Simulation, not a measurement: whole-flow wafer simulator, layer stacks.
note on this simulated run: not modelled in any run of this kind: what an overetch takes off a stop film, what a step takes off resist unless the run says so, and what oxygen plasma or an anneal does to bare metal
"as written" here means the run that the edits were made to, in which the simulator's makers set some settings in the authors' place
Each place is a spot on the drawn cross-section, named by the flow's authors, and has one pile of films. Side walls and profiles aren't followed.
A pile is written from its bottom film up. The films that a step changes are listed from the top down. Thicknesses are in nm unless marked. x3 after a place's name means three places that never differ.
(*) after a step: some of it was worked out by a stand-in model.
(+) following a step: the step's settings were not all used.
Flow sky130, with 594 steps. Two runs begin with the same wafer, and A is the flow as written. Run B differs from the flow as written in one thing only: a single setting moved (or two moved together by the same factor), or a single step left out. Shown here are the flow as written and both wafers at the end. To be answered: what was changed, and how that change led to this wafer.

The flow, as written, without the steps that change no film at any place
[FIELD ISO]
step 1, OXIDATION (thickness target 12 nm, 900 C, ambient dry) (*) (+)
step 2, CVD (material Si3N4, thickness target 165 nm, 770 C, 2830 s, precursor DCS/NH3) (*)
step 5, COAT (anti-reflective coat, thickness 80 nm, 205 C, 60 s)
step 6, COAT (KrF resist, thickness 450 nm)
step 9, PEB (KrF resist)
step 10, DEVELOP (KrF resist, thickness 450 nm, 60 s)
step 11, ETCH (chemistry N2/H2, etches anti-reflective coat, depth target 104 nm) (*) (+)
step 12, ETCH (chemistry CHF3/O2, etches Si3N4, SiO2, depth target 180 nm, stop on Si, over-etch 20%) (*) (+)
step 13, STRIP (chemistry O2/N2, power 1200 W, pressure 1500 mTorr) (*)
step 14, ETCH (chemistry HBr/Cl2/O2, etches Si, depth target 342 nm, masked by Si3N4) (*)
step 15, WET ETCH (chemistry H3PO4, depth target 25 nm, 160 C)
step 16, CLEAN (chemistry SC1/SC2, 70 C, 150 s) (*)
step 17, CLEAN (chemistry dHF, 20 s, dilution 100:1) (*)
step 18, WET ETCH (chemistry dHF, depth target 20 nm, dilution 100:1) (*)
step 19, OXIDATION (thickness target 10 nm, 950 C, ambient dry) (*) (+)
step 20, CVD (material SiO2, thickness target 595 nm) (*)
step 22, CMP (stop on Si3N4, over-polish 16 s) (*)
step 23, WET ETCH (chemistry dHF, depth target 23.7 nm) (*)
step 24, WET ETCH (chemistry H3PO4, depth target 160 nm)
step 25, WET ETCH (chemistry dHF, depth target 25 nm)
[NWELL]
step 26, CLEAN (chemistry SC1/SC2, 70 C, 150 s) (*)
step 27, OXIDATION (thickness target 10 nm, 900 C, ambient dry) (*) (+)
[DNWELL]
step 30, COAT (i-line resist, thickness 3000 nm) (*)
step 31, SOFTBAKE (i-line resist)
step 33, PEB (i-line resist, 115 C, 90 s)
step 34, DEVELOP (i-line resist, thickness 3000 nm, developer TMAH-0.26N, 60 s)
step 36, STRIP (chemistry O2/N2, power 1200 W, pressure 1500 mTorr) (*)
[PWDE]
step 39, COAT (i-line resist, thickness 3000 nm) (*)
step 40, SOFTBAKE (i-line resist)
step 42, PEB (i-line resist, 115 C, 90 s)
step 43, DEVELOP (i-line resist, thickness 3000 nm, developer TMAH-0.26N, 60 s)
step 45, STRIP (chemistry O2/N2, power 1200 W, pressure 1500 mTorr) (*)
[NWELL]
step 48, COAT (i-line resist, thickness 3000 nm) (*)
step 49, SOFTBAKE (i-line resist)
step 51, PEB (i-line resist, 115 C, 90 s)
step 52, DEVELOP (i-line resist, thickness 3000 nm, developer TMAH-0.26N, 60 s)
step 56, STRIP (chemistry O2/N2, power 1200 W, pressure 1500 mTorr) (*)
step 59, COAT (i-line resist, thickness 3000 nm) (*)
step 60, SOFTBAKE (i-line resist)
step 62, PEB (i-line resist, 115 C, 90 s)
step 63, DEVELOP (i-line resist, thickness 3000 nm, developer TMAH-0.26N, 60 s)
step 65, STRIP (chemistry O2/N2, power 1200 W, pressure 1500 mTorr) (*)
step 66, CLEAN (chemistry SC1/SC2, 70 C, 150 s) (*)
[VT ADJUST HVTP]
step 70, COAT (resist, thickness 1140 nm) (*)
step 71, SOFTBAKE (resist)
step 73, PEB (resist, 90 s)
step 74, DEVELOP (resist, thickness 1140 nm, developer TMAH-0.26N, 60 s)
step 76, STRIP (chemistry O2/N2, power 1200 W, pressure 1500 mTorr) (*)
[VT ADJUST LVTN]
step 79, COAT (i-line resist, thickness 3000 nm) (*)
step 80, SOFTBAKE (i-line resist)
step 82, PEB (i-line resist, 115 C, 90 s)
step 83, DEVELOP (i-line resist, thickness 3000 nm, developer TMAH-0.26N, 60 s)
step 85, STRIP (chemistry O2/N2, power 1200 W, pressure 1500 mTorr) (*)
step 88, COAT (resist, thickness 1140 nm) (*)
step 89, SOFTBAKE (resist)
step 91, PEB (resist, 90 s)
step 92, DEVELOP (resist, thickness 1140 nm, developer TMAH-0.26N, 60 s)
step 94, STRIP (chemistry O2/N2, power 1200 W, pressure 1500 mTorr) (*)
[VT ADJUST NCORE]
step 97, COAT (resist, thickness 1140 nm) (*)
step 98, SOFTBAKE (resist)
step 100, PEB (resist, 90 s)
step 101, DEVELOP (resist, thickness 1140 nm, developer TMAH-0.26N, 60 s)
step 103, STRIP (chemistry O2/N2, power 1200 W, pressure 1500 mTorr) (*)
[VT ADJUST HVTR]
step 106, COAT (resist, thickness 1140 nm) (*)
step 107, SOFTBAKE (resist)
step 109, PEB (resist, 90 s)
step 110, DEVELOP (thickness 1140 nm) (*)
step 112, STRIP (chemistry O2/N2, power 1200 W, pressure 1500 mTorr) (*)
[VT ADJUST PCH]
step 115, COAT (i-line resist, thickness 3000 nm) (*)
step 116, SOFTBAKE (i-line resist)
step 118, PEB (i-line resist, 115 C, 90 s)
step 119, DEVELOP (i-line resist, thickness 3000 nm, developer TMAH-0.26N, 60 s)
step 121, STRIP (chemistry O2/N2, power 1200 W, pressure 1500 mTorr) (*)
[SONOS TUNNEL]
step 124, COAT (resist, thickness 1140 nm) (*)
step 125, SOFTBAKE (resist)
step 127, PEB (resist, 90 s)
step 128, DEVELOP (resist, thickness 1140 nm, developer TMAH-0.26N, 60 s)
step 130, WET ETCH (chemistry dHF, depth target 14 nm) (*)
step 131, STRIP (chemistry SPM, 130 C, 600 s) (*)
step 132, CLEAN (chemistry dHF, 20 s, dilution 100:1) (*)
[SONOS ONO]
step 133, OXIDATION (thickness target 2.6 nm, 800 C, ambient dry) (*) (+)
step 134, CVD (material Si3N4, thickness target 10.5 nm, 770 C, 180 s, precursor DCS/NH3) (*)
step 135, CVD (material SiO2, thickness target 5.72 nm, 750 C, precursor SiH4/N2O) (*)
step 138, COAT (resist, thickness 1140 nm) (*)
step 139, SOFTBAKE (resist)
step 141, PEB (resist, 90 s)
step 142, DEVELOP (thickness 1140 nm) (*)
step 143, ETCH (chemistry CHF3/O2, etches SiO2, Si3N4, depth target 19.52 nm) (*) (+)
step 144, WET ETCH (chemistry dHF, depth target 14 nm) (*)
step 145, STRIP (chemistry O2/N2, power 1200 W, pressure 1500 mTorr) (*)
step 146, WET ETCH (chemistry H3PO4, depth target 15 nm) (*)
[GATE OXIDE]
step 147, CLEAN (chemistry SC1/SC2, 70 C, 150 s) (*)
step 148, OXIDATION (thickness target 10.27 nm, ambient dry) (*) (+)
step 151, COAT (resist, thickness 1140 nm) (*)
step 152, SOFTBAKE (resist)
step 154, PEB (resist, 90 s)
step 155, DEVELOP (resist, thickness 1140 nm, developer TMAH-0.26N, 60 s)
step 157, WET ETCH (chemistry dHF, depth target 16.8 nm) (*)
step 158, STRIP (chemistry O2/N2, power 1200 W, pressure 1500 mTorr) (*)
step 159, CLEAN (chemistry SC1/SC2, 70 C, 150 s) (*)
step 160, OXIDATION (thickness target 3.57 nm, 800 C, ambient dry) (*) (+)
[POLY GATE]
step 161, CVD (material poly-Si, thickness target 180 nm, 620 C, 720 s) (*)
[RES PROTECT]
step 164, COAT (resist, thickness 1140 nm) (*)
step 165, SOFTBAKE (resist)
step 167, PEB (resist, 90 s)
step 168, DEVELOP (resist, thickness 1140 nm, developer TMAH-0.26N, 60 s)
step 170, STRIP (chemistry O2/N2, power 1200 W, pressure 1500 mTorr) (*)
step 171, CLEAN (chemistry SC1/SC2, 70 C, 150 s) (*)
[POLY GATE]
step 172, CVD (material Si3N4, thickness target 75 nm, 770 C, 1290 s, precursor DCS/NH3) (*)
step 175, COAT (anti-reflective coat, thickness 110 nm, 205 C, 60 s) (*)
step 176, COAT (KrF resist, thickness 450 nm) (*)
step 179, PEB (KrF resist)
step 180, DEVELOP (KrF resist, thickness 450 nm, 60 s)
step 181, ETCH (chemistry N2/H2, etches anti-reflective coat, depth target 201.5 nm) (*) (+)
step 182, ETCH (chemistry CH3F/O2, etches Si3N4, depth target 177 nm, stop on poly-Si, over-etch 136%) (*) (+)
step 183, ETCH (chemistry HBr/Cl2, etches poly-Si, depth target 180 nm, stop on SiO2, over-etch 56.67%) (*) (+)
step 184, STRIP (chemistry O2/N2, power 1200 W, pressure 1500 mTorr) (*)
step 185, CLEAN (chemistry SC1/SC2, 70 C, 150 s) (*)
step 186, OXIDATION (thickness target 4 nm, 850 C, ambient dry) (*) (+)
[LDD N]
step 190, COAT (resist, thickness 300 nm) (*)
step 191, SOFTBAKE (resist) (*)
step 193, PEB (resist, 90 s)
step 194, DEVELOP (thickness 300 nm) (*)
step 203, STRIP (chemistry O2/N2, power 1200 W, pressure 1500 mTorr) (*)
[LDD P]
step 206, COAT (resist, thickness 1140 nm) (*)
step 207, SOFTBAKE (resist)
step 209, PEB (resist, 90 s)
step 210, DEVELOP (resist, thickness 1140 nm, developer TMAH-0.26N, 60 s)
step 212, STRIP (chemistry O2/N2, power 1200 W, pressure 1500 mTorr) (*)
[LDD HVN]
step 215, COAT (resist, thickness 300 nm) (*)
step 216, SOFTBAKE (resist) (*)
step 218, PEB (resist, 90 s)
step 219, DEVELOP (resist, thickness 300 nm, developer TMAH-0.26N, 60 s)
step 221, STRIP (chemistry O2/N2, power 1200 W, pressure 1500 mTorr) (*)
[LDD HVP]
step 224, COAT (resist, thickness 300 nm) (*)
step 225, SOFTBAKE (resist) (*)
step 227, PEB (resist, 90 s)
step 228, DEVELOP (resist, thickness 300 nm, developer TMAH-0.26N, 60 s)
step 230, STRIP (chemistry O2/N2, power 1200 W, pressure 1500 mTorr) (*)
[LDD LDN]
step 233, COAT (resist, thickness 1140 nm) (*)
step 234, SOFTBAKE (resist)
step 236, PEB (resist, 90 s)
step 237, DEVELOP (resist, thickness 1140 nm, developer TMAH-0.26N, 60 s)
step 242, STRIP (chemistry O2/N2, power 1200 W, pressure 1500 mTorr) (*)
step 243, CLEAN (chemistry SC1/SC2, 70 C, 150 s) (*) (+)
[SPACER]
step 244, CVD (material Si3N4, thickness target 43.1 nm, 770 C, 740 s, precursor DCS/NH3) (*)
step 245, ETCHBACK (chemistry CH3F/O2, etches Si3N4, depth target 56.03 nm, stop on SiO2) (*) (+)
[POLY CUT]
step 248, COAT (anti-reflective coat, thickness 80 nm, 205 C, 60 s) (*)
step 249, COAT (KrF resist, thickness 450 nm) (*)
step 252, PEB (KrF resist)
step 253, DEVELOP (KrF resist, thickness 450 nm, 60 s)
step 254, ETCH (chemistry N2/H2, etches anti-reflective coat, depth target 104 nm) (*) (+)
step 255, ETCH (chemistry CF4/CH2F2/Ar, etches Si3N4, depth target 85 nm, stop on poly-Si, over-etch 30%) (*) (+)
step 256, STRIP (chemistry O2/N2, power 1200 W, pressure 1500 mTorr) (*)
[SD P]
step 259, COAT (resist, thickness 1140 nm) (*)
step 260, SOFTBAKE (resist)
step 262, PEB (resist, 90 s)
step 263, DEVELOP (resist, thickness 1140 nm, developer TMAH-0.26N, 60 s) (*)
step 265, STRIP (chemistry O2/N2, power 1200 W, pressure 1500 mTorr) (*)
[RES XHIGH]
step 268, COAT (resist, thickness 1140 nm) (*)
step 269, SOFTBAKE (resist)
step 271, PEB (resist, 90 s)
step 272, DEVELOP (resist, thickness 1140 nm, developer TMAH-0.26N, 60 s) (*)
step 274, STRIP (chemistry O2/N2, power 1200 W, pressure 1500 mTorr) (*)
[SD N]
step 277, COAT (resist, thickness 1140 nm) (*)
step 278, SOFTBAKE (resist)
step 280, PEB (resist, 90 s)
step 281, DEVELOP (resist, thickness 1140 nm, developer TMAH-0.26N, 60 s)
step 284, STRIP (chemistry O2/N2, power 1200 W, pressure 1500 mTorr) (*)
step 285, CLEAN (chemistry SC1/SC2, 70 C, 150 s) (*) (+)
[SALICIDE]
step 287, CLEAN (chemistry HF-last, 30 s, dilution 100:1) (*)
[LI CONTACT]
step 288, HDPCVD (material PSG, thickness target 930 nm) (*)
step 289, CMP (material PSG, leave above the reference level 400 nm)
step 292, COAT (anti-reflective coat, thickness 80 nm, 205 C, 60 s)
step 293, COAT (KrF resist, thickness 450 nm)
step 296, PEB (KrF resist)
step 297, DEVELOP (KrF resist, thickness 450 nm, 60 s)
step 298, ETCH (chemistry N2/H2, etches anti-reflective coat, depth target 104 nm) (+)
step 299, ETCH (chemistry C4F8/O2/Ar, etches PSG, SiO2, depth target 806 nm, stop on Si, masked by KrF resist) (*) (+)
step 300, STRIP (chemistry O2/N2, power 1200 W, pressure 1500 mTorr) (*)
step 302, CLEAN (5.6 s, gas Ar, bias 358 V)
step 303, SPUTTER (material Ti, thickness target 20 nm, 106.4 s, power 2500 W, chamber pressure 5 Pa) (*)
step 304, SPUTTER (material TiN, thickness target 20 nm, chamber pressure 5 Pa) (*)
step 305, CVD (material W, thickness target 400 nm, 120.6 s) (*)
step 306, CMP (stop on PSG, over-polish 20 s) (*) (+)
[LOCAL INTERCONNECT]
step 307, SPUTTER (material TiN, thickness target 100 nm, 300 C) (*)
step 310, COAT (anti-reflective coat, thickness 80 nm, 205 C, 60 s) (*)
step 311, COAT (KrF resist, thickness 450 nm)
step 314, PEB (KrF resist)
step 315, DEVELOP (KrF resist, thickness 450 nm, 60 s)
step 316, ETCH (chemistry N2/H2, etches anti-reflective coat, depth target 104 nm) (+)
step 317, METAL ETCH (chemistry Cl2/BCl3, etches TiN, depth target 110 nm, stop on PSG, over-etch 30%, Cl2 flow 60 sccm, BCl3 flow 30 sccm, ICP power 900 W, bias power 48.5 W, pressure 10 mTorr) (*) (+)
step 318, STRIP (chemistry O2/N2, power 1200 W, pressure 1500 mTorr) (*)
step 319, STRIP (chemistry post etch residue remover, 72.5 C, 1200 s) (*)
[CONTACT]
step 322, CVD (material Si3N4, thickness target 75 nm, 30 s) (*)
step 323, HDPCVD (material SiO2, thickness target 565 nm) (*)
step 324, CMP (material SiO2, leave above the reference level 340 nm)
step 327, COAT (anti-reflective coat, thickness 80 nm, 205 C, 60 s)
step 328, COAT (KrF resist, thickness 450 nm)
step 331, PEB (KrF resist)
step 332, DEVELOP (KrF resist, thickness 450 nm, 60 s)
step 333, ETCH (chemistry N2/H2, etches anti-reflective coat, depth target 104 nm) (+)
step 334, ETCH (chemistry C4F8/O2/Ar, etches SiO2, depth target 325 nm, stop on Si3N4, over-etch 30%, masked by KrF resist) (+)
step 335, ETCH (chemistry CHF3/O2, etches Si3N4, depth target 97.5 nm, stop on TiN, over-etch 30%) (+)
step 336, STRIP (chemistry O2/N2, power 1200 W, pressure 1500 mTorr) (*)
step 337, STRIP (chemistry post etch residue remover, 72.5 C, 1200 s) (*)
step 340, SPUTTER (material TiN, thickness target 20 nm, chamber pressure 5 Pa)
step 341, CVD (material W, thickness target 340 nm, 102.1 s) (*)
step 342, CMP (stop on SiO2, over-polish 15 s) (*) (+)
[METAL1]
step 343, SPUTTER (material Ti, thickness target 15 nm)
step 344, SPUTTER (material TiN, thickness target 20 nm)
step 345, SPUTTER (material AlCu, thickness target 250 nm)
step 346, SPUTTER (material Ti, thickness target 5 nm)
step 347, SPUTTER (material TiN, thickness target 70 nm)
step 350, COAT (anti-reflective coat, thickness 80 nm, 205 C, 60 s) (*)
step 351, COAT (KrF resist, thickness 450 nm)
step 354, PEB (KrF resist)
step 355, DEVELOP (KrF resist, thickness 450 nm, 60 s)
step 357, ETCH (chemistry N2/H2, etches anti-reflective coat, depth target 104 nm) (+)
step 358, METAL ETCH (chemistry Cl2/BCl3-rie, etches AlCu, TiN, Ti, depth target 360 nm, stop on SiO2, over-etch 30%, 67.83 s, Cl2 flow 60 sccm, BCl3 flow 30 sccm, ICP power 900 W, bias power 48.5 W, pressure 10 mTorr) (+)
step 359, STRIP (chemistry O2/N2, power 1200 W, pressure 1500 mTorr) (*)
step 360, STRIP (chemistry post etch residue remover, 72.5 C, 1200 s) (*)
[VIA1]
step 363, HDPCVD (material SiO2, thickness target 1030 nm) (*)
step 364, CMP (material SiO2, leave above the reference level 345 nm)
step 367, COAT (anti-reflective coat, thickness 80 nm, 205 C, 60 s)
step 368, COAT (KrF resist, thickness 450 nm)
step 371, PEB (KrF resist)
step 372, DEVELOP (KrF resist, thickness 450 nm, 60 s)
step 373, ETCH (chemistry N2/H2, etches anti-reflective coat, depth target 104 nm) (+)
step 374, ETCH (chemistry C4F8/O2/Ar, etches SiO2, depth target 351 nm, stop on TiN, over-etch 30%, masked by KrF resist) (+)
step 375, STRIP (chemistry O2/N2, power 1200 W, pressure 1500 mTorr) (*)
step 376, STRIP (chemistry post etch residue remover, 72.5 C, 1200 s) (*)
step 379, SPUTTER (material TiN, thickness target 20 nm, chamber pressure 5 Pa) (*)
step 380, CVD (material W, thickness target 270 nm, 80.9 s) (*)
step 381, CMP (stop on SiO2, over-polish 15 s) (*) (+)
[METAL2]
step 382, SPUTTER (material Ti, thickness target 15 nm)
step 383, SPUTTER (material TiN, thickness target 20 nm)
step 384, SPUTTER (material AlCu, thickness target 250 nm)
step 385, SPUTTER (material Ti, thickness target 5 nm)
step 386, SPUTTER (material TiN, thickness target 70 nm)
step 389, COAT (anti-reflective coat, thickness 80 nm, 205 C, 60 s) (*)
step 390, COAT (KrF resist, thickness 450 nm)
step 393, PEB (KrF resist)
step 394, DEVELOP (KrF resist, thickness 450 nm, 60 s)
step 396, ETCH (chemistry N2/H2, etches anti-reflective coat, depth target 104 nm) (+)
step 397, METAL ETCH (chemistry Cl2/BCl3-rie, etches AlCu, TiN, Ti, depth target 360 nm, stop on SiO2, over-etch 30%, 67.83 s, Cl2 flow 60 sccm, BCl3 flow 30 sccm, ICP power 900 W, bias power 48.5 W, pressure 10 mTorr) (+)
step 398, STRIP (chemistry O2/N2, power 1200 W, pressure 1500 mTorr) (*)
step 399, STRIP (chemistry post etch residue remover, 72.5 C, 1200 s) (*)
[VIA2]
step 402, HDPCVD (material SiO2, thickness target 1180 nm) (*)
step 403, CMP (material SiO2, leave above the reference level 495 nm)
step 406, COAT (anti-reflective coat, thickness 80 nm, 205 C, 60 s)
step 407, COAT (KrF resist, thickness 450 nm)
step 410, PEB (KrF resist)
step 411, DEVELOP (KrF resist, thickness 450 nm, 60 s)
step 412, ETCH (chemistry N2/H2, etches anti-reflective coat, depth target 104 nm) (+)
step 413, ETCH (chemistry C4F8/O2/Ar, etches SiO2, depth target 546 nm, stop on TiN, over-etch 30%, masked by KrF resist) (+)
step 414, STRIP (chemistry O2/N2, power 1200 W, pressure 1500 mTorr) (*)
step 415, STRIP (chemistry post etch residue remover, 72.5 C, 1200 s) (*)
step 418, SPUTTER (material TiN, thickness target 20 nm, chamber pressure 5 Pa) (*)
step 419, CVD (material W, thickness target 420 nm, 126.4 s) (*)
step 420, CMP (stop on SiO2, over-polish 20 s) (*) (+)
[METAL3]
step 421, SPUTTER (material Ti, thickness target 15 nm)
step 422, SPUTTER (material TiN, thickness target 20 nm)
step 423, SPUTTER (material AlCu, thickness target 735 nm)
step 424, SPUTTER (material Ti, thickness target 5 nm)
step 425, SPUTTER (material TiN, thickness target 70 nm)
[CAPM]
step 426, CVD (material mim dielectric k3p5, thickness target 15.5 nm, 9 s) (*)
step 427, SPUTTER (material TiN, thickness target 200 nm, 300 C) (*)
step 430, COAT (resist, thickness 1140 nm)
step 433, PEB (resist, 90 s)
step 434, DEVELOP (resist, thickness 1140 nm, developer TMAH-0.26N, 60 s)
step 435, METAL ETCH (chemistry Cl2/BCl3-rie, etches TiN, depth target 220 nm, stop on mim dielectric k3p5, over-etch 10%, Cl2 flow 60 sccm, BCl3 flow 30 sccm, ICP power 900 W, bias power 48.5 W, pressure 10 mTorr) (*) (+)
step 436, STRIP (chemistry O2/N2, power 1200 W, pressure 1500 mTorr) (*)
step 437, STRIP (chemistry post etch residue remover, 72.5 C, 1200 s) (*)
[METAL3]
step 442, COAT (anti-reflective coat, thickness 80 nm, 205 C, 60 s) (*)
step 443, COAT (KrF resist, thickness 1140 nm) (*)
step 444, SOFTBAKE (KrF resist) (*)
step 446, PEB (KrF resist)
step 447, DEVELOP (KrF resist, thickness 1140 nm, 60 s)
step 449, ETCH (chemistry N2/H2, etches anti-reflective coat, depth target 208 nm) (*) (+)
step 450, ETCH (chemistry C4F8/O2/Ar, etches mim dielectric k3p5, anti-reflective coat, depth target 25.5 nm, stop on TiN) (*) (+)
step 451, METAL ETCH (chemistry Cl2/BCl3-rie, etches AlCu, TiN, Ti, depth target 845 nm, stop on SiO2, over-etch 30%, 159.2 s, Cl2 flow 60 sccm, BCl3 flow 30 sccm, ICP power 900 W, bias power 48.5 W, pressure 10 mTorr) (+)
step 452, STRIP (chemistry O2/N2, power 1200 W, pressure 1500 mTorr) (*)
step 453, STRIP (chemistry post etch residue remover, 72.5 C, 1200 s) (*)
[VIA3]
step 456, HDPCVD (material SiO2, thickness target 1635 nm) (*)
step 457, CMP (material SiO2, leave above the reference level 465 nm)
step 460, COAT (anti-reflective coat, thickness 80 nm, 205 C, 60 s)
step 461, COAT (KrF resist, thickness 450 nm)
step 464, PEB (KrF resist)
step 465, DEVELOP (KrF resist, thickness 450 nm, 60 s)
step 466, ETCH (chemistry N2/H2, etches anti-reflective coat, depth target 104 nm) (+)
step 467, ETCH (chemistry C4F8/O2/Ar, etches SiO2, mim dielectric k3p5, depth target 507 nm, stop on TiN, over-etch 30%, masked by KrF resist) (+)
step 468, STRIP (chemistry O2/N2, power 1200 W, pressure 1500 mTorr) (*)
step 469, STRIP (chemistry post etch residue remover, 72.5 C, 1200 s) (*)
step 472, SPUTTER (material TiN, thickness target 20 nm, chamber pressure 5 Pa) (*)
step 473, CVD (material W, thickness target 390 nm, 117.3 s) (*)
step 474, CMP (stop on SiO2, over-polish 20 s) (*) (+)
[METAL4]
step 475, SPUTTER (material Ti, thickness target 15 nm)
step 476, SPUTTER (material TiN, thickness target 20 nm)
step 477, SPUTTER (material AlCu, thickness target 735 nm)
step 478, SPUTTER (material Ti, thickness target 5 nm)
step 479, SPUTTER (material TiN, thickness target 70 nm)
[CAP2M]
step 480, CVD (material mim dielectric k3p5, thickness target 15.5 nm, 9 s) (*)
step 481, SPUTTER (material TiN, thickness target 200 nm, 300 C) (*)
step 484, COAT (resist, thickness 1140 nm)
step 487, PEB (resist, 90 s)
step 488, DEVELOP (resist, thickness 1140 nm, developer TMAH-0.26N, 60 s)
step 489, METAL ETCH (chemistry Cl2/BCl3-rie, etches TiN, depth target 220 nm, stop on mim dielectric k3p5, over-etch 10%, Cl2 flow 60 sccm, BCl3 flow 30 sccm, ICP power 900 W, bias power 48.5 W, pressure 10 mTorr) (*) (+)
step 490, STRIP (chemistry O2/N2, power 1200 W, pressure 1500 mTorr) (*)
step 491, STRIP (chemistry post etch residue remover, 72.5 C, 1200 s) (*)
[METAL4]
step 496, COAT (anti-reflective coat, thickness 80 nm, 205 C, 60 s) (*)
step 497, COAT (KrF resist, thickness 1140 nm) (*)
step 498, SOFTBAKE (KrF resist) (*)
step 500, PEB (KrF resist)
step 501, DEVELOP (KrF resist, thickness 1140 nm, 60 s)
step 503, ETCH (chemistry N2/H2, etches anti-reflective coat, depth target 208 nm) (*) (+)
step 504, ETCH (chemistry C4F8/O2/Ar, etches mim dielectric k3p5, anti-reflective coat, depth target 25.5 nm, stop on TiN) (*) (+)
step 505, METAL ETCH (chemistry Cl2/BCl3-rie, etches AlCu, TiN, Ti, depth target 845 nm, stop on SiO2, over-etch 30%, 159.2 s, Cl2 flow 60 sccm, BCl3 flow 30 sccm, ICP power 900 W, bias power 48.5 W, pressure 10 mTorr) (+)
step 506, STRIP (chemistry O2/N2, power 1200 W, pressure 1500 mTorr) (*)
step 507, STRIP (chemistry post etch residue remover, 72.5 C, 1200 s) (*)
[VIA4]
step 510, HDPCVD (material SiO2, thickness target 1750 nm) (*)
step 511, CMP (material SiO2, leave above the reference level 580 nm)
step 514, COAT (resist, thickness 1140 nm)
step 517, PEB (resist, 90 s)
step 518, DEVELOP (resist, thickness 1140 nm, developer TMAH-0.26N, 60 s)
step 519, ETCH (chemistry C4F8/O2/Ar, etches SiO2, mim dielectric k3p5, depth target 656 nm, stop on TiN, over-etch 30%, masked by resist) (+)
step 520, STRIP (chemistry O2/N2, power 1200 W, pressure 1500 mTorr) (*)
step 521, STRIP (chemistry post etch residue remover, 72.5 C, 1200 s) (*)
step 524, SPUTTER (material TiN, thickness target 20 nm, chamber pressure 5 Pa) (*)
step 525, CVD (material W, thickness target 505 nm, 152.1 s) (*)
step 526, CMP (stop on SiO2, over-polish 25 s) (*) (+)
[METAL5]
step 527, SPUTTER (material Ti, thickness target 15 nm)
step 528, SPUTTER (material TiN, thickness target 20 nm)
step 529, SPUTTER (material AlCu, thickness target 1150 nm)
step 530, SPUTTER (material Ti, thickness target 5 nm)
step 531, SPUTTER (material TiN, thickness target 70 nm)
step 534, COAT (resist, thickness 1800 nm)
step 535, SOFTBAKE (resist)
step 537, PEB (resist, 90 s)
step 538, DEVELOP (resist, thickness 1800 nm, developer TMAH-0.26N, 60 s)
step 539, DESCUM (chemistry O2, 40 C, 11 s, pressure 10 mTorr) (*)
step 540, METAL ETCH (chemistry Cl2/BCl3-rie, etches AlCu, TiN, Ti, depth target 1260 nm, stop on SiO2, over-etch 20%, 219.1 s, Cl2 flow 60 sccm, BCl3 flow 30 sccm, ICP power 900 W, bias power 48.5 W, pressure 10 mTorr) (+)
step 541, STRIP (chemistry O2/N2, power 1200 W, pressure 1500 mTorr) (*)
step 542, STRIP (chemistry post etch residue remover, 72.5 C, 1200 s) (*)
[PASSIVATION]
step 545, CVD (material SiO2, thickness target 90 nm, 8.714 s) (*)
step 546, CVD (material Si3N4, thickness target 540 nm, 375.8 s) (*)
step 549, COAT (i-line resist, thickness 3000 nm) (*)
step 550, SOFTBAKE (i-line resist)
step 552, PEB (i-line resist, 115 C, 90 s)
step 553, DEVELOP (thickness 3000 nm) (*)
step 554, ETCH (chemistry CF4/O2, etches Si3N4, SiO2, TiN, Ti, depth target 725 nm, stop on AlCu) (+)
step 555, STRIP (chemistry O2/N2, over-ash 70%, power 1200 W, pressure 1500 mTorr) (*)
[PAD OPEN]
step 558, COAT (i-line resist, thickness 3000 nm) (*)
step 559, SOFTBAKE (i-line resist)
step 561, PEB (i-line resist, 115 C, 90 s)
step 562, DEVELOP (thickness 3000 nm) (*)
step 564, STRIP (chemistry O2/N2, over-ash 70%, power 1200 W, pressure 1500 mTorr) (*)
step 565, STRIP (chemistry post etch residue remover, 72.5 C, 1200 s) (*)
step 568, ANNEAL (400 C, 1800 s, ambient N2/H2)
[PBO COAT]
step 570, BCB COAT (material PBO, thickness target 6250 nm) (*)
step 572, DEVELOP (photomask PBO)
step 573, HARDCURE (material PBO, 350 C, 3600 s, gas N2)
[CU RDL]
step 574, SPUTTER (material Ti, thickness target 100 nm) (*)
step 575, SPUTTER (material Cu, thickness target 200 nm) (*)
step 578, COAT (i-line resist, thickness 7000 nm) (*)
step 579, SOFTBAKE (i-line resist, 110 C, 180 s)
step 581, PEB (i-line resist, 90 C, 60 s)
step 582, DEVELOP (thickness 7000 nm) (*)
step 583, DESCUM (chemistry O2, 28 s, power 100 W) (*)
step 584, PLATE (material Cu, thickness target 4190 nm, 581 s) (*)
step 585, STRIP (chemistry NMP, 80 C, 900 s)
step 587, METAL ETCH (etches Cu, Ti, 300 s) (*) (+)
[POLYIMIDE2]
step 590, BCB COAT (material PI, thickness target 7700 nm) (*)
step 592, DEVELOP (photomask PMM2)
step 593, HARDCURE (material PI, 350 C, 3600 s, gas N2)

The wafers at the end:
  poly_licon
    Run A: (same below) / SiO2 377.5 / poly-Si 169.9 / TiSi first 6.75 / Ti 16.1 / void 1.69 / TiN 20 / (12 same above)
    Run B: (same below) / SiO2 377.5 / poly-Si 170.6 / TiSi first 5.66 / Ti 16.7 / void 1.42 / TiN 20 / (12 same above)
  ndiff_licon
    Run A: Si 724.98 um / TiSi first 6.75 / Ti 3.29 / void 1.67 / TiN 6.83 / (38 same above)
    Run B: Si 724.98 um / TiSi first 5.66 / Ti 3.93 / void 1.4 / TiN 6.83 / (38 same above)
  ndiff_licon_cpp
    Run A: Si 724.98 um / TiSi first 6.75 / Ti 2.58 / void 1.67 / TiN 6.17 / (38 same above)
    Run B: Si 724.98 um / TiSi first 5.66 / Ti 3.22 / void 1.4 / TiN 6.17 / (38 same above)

The reason: step 568, ANNEAL: 388 C was run, whereas the flow has 400 C.

How this came from the change, step by step:
  step 568, ANNEAL (400 C, 1800 s, ambient N2/H2)
      poly_licon, rpo_hd_licon: A under 11 films: +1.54 void (new film), -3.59 Ti, +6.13 TiSi first (new film), -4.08 poly-Si | B under 11 films: +1.23 void (new film), -2.87 Ti, +4.91 TiSi first (new film), -3.27 poly-Si
      ndiff_licon, ndiff_licon_cpp: A under 37 films: +1.52 void (new film), -3.59 Ti, +6.13 TiSi first (new film), -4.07 Si | B under 37 films: +1.22 void (new film), -2.87 Ti, +4.91 TiSi first (new film), -3.25 Si
